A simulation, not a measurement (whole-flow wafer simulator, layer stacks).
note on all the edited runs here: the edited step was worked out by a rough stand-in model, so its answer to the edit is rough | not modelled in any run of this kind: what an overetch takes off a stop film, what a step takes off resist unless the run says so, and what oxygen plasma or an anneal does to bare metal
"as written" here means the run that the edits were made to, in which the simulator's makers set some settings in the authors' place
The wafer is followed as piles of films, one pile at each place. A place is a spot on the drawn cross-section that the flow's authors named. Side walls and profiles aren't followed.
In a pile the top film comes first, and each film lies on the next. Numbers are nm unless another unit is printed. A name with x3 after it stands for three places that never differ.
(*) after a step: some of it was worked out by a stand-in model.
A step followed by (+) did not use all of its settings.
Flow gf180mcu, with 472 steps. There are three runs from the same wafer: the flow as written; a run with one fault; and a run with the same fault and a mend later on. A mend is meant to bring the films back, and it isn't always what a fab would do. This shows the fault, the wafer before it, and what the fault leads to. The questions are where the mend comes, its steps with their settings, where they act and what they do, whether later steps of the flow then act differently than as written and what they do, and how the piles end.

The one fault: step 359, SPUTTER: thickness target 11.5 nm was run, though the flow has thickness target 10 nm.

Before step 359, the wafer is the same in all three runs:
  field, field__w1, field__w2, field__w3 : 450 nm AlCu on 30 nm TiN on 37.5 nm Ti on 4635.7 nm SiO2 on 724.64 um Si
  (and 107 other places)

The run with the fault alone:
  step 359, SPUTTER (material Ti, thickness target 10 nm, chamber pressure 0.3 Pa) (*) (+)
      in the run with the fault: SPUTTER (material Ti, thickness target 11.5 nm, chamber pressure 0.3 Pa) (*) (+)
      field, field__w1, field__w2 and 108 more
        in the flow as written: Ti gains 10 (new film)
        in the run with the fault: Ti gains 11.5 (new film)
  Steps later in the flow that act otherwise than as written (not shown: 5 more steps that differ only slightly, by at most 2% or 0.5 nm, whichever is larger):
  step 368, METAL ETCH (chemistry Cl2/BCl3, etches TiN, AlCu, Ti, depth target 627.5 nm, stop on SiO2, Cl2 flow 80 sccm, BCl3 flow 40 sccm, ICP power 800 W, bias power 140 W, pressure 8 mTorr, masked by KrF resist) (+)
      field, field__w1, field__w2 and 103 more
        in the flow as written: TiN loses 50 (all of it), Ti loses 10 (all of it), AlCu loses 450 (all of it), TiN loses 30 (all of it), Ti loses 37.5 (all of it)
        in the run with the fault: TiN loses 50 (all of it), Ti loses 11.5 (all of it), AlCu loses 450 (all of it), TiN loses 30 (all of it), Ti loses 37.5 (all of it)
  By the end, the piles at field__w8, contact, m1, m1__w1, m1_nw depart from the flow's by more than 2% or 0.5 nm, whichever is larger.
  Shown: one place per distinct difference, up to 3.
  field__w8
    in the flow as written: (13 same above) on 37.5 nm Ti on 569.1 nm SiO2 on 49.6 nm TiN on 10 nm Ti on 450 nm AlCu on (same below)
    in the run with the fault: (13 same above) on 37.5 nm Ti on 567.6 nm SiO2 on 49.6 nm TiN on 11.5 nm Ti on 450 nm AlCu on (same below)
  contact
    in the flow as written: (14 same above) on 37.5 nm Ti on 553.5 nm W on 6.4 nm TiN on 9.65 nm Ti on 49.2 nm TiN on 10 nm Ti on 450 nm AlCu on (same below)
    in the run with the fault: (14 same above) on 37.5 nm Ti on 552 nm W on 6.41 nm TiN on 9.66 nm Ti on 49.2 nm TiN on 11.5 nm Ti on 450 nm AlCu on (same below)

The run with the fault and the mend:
  After step 359 comes the mend.
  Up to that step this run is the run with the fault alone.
  step 359a, METAL ETCH (chemistry Cl2/BCl3, etches TiN, AlCu, Ti, depth target 1.5 nm, Cl2 flow 80 sccm, BCl3 flow 40 sccm, ICP power 800 W, bias power 140 W, pressure 8 mTorr) (a further turn of the flow's step 260, with different settings)
      field, field__w1, field__w2 and 108 more
        Ti loses 1.5
  Later steps of the flow that are run all act as written at every place that is followed.
  The piles end the same as the flow's at every place that both follow.
